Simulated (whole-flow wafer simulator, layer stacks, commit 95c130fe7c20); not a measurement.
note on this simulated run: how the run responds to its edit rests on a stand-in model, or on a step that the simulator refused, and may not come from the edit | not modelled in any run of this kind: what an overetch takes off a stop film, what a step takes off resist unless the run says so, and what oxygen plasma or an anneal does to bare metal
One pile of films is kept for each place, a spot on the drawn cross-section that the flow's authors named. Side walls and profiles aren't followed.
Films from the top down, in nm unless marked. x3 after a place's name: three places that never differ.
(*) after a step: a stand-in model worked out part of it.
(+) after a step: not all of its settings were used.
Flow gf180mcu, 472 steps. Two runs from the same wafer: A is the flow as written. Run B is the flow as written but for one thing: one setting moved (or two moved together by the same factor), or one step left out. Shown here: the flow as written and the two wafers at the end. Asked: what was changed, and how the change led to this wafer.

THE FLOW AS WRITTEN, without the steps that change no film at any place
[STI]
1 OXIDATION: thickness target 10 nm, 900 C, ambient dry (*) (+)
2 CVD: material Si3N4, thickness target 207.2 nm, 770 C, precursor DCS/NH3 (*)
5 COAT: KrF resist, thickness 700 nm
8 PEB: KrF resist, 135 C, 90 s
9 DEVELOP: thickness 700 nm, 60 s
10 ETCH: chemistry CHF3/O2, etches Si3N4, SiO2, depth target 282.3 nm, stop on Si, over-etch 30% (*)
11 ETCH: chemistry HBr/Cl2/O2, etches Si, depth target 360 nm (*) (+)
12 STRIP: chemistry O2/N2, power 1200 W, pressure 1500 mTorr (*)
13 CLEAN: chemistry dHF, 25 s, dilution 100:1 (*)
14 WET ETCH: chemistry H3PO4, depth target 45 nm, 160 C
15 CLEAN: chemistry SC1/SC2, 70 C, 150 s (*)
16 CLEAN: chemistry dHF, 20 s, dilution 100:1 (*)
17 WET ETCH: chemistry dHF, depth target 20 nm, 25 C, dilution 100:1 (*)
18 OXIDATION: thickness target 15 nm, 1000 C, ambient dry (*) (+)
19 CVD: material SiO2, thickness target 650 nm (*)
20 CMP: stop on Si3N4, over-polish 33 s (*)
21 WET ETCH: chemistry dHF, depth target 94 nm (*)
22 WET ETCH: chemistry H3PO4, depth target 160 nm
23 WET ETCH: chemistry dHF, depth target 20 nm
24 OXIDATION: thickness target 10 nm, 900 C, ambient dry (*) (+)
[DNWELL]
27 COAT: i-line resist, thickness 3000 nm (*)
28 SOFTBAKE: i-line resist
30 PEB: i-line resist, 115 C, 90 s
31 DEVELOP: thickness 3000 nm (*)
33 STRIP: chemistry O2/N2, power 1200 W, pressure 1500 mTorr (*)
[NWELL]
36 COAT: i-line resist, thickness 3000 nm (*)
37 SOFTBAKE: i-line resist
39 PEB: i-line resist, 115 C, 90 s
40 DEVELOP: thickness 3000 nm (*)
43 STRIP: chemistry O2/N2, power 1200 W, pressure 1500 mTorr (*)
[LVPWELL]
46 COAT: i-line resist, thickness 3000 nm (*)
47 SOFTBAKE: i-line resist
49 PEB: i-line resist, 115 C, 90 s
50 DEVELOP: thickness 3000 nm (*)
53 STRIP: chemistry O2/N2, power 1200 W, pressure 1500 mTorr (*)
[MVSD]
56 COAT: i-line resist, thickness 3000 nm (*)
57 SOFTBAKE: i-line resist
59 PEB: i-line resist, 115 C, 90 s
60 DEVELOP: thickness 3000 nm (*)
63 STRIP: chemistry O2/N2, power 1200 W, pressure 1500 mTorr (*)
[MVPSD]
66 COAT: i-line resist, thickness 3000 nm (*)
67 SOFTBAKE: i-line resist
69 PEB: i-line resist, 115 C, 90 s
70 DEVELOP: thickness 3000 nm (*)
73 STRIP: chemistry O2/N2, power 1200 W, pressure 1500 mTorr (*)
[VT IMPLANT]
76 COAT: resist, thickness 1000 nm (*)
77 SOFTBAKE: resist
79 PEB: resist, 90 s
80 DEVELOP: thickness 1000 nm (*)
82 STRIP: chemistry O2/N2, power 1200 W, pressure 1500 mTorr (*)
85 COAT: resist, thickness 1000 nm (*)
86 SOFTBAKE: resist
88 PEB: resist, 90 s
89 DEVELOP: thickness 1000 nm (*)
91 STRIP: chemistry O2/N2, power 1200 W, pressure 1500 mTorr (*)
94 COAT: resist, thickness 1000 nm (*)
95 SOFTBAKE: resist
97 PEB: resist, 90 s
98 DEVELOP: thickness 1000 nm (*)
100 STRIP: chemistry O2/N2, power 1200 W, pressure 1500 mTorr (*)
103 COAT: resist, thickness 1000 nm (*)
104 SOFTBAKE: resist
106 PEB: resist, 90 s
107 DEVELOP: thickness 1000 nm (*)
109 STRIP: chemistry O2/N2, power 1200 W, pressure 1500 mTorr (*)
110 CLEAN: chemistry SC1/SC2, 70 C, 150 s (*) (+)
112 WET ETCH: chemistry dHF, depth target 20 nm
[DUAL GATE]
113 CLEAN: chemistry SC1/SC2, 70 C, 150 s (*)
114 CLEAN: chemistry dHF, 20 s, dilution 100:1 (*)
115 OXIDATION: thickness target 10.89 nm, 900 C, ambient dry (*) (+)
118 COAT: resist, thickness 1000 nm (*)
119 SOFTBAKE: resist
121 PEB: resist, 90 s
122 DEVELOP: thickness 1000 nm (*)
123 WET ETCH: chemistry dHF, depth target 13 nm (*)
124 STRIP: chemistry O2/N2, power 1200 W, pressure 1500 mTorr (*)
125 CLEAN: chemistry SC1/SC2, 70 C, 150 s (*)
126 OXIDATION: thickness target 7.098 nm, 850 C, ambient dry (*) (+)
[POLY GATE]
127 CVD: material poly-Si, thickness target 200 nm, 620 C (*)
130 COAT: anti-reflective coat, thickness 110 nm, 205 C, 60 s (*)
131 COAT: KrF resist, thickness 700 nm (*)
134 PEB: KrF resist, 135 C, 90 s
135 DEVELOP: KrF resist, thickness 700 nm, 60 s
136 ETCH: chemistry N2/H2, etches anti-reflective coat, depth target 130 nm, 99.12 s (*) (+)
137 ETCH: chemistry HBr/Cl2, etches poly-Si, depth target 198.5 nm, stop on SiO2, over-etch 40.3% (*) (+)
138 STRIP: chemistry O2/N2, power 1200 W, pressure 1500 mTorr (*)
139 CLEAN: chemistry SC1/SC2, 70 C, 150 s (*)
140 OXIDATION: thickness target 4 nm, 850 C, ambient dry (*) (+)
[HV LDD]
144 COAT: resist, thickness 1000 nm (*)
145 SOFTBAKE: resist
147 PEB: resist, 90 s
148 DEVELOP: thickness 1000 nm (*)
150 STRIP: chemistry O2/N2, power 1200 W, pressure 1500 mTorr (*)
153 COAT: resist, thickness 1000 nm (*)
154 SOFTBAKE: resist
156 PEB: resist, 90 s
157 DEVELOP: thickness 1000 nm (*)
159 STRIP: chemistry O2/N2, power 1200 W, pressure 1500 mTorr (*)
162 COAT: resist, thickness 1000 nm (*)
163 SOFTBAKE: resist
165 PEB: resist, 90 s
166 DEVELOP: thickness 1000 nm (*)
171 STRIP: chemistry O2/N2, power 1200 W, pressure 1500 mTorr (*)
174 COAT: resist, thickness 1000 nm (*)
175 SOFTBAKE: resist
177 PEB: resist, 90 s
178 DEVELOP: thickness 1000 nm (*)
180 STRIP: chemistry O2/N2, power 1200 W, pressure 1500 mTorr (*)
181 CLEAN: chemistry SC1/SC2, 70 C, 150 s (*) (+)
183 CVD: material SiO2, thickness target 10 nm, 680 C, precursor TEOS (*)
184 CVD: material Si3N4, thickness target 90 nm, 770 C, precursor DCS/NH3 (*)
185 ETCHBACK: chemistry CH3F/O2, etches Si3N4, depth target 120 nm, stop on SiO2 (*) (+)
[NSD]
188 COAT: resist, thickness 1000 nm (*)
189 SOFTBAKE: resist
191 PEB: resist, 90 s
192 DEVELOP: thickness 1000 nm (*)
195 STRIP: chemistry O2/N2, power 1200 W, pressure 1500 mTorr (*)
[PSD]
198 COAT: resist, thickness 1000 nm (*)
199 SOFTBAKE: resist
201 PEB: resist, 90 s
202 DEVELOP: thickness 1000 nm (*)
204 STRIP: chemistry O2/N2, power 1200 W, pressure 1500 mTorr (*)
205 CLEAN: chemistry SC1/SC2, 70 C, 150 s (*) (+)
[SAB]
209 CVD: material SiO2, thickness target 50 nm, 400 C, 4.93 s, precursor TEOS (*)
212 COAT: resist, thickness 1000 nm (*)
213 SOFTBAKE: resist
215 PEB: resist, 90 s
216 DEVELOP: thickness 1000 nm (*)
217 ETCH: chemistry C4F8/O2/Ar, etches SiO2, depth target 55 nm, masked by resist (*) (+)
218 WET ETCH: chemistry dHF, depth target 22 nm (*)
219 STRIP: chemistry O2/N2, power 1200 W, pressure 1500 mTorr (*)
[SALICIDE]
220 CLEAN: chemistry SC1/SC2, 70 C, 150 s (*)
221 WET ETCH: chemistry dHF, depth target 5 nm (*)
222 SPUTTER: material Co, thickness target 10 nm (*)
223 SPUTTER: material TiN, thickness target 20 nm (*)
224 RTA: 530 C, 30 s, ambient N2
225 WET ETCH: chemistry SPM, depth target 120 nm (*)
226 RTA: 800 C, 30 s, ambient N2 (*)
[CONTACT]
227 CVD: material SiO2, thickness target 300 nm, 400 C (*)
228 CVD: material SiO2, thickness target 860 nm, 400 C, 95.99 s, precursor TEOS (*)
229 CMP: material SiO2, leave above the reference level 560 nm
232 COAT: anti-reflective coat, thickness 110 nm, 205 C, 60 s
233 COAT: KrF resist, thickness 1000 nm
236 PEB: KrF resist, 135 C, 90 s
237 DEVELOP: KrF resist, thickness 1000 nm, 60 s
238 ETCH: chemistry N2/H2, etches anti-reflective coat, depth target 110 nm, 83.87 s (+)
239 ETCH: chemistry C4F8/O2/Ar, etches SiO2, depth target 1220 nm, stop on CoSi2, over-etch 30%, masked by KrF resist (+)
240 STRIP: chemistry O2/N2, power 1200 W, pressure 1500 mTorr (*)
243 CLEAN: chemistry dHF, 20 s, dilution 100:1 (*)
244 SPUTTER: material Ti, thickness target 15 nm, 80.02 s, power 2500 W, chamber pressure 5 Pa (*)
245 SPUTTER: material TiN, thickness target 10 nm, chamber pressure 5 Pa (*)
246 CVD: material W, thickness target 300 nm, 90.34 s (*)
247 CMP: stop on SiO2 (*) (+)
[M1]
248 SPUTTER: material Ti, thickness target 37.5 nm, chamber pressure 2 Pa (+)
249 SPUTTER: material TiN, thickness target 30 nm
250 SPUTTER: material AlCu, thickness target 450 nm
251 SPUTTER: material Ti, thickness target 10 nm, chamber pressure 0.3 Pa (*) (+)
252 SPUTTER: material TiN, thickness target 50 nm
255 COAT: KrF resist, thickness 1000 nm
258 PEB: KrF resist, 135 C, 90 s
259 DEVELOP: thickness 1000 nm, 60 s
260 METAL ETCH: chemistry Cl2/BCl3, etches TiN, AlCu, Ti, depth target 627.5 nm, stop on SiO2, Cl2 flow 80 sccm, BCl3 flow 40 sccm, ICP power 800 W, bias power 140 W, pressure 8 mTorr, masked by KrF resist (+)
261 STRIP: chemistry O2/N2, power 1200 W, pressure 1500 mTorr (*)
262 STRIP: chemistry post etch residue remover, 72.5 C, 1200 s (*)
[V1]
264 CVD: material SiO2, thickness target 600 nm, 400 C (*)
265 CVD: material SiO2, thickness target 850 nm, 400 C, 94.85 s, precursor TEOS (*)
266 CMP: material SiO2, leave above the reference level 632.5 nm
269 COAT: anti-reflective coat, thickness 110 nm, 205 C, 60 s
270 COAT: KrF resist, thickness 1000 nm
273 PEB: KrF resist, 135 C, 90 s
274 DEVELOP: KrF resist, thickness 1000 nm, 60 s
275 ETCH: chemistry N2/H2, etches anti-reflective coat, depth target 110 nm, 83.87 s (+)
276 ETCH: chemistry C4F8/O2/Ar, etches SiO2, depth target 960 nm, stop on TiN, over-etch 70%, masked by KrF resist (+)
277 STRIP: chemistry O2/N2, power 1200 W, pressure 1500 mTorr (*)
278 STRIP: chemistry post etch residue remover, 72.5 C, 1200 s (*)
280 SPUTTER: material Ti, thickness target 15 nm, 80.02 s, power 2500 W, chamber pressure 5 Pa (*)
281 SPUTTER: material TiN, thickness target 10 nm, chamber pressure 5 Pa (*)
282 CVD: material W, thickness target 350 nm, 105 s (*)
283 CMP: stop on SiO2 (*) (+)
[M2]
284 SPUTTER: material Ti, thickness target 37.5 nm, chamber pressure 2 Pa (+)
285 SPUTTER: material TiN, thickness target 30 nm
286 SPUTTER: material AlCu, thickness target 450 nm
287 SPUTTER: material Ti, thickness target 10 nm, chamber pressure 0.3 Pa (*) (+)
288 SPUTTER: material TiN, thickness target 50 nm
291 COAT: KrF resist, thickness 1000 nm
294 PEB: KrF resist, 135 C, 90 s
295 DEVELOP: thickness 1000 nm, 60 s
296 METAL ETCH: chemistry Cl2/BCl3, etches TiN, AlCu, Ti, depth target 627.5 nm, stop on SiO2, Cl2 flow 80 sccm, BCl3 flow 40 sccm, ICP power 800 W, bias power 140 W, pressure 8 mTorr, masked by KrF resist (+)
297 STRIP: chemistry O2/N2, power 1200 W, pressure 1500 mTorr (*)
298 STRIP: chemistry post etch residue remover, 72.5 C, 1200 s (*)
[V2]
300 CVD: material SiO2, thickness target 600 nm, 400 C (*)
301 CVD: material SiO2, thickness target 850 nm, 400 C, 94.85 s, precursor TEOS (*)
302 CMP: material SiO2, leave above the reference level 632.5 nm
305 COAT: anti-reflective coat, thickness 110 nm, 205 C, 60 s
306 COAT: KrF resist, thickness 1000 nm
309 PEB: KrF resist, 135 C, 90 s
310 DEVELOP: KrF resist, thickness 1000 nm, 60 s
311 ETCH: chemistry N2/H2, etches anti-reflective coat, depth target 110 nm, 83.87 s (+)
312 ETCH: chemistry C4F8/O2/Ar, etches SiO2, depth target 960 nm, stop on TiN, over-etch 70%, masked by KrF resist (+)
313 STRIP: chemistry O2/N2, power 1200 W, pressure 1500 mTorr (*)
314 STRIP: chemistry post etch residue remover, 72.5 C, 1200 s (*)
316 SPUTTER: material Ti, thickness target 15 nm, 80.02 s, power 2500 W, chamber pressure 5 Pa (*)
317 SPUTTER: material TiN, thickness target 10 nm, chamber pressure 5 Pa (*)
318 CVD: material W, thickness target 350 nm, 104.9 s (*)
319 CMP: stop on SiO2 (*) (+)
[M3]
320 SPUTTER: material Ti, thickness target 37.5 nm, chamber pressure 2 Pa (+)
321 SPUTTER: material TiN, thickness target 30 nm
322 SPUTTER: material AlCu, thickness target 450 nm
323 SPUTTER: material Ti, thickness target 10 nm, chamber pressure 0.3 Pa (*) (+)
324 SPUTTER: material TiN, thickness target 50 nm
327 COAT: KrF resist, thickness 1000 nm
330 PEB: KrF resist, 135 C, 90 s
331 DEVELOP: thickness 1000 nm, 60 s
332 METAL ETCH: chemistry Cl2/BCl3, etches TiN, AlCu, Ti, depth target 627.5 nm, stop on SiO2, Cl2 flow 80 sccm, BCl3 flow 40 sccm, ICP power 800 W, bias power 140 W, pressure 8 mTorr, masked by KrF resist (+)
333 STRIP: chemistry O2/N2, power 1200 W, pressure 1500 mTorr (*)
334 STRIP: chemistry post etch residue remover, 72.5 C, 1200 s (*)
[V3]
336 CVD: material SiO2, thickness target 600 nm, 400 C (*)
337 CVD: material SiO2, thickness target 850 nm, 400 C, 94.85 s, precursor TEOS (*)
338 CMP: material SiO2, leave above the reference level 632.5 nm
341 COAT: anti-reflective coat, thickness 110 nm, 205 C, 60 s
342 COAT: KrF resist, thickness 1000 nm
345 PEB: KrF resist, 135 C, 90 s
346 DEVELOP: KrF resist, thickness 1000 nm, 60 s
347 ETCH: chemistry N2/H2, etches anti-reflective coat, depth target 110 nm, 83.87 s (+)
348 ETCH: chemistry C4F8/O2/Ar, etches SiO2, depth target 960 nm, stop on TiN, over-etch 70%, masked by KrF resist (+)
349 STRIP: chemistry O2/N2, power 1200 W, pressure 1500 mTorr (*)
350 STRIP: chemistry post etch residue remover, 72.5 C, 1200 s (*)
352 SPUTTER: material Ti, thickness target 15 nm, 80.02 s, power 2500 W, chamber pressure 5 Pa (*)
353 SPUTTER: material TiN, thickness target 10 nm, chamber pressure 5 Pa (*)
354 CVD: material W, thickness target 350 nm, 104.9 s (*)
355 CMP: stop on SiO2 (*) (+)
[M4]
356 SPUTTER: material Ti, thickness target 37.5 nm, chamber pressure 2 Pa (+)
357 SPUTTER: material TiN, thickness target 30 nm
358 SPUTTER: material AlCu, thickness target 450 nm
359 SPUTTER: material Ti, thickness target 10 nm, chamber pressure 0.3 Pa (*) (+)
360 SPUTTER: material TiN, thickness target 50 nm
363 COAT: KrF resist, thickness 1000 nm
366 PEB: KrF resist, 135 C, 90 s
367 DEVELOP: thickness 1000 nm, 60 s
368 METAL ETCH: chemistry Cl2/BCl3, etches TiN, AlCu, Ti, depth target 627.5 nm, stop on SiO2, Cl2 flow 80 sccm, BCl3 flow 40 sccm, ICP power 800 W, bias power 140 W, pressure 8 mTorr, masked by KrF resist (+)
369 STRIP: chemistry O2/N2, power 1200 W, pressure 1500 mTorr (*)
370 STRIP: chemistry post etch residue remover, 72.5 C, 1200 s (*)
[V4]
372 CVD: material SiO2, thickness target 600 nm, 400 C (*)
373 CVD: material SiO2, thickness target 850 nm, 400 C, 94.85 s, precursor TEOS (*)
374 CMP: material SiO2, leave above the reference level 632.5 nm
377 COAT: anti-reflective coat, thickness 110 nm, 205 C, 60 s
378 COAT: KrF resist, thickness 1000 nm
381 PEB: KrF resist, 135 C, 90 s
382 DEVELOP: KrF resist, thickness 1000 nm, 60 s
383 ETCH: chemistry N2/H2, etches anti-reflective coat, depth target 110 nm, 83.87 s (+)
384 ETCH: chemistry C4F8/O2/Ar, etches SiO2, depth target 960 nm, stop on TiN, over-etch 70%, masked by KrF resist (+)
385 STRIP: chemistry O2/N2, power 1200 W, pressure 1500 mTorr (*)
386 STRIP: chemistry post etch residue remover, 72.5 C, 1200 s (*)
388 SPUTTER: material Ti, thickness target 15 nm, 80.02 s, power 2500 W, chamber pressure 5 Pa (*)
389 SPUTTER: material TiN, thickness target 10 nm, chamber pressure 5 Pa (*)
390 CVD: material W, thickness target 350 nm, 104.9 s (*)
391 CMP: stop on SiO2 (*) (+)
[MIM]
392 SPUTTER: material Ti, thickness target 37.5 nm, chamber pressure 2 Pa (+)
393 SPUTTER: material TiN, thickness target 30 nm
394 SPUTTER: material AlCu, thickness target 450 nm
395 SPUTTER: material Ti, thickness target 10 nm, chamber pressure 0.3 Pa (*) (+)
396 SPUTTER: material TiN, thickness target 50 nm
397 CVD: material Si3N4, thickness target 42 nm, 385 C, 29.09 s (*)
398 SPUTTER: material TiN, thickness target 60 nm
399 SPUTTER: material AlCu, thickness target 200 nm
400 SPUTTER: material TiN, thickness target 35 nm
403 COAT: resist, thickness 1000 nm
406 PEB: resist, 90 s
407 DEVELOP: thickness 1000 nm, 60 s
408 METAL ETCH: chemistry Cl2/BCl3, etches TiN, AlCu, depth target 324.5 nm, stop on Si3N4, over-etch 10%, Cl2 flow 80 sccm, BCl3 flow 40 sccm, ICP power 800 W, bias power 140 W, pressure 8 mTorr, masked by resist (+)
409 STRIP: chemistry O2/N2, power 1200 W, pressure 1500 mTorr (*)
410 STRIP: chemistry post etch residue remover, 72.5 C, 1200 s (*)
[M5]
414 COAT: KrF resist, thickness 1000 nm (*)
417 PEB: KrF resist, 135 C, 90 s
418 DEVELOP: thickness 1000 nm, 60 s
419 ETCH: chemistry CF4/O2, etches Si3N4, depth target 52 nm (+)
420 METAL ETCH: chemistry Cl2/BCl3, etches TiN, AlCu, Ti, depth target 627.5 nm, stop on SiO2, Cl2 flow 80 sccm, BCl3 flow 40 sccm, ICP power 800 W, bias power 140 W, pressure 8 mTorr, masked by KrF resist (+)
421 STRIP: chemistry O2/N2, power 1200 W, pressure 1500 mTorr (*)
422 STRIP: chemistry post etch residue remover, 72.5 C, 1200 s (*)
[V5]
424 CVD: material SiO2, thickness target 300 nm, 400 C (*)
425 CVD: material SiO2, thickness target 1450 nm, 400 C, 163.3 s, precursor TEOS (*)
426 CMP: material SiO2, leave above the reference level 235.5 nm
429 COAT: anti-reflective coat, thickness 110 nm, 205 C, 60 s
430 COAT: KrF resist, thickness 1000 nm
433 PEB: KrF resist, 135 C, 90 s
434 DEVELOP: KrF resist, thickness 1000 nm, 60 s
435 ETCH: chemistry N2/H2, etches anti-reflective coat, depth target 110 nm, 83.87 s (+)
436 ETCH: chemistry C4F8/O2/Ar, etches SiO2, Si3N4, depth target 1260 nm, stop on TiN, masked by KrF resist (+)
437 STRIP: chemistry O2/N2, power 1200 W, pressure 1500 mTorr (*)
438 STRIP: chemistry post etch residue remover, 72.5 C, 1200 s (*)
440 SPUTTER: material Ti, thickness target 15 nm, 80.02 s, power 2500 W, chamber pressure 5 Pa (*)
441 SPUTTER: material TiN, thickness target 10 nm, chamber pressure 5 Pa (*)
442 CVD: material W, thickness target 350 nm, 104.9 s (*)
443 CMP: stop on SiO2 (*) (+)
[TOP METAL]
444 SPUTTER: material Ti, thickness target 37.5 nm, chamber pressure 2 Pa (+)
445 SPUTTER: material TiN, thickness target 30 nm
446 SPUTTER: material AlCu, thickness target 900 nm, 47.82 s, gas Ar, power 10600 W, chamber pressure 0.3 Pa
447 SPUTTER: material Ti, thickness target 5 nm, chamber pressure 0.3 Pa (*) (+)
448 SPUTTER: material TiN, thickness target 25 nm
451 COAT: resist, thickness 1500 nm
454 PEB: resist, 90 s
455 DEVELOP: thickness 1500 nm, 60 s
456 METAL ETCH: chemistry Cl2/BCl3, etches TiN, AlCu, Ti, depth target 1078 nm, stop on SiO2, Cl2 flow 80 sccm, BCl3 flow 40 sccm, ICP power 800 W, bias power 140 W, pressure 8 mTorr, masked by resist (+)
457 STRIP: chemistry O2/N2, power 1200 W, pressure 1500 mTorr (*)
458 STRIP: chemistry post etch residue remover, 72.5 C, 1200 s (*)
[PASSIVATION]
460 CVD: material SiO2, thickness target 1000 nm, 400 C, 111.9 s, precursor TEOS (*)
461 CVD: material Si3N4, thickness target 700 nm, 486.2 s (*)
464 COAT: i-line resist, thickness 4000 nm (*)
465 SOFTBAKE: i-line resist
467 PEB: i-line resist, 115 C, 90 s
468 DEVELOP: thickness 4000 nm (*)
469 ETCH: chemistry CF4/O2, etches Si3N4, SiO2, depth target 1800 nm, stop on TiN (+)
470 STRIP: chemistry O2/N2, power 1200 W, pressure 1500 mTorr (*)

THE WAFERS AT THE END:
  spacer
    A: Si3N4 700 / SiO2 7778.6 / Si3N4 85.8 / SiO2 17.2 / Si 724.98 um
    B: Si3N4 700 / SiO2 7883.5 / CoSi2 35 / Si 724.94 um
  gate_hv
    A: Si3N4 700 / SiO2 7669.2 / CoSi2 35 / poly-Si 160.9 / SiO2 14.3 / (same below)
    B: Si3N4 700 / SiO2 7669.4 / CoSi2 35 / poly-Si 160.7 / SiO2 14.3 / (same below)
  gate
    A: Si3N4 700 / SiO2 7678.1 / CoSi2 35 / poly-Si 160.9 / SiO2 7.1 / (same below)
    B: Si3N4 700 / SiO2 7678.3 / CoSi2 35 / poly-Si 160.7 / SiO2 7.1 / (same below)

The cause: step 184, CVD: material Si3N4, thickness target 90 nm, 770 C, precursor DCS/NH3 (*), was left out.

How the change led to this, step by step:
  185 ETCHBACK: chemistry CH3F/O2, etches Si3N4, depth target 120 nm, stop on SiO2 (*) (+)
      field, field__w1, field__w2 and 100 more: A Si3N4 -90 (all of it), SiO2 -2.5 | B SiO2 -10
  188 COAT: resist, thickness 1000 nm (*)
      spacer: A resist +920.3 (new film) | B resist +1002.3 (new film)
  189 SOFTBAKE: resist
      field: A resist +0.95 | B nothing
      nw_sep_fld: A resist +1.07 | B resist -0.05
  191 PEB: resist, 90 s
      spacer: A resist -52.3 | B resist -57.3
  192 DEVELOP: thickness 1000 nm (*)
      spacer: A resist -868 (all of it) | B resist -945 (all of it)
  198 COAT: resist, thickness 1000 nm (*)
      spacer: A resist +920.3 (new film) | B resist +1002.3 (new film)
  199 SOFTBAKE: resist
      field: A resist +0.95 | B nothing
      nw_sep_fld: A resist +1.07 | B resist -0.05
      (and at 1 more place)
  201 PEB: resist, 90 s
      spacer: A resist -52.3 | B resist -57.3
  204 STRIP: chemistry O2/N2, power 1200 W, pressure 1500 mTorr (*)
      spacer: A resist -868 (all of it) | B resist -945 (all of it)
  205 CLEAN: chemistry SC1/SC2, 70 C, 150 s (*) (+)
      spacer: A Si3N4 -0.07 | B SiO2 -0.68
  209 CVD: material SiO2, thickness target 50 nm, 400 C, 4.93 s, precursor TEOS (*)
      spacer: A SiO2 +50 (new film) | B SiO2 +50
  212 COAT: resist, thickness 1000 nm (*)
      field__w9: A resist +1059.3 (new film) | B resist +1037.3 (new film)
      spacer: A resist +919.2 (new film) | B resist +1002.2 (new film)
  213 SOFTBAKE: resist
      field__w9: A resist -1.07 | B resist +1.59
  215 PEB: resist, 90 s
      field__w9: A resist -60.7 | B resist -59.4
      spacer: A resist -52.3 | B resist -57.3
  216 DEVELOP: thickness 1000 nm (*)
      spacer: A resist -866.9 (all of it) | B resist -944.9 (all of it)
  217 ETCH: chemistry C4F8/O2/Ar, etches SiO2, depth target 55 nm, masked by resist (*) (+)
      gate, gate_hv, gate_p and 23 more: A SiO2 -55 | B SiO2 -53.3 (all of it), poly-Si -0.21
      spacer: A SiO2 -50 (all of it), Si3N4 -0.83 | B SiO2 -55
  ... 8 more steps ...
  229 CMP: material SiO2, leave above the reference level 560 nm
      ldn_sep__w1, ldn_sep__w2, ldn_dft and 8 more: A SiO2 -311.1 | B SiO2 -303.9
      sti, mim_1p0, pad, dice_street, iso_nw_fld, iso_fld_sub: A SiO2 -297 | B SiO2 -289.7
      (and at 42 more places)
Counting metal films that touch as one body, spacer has 1 body; the flow as written gives 0 bodies.
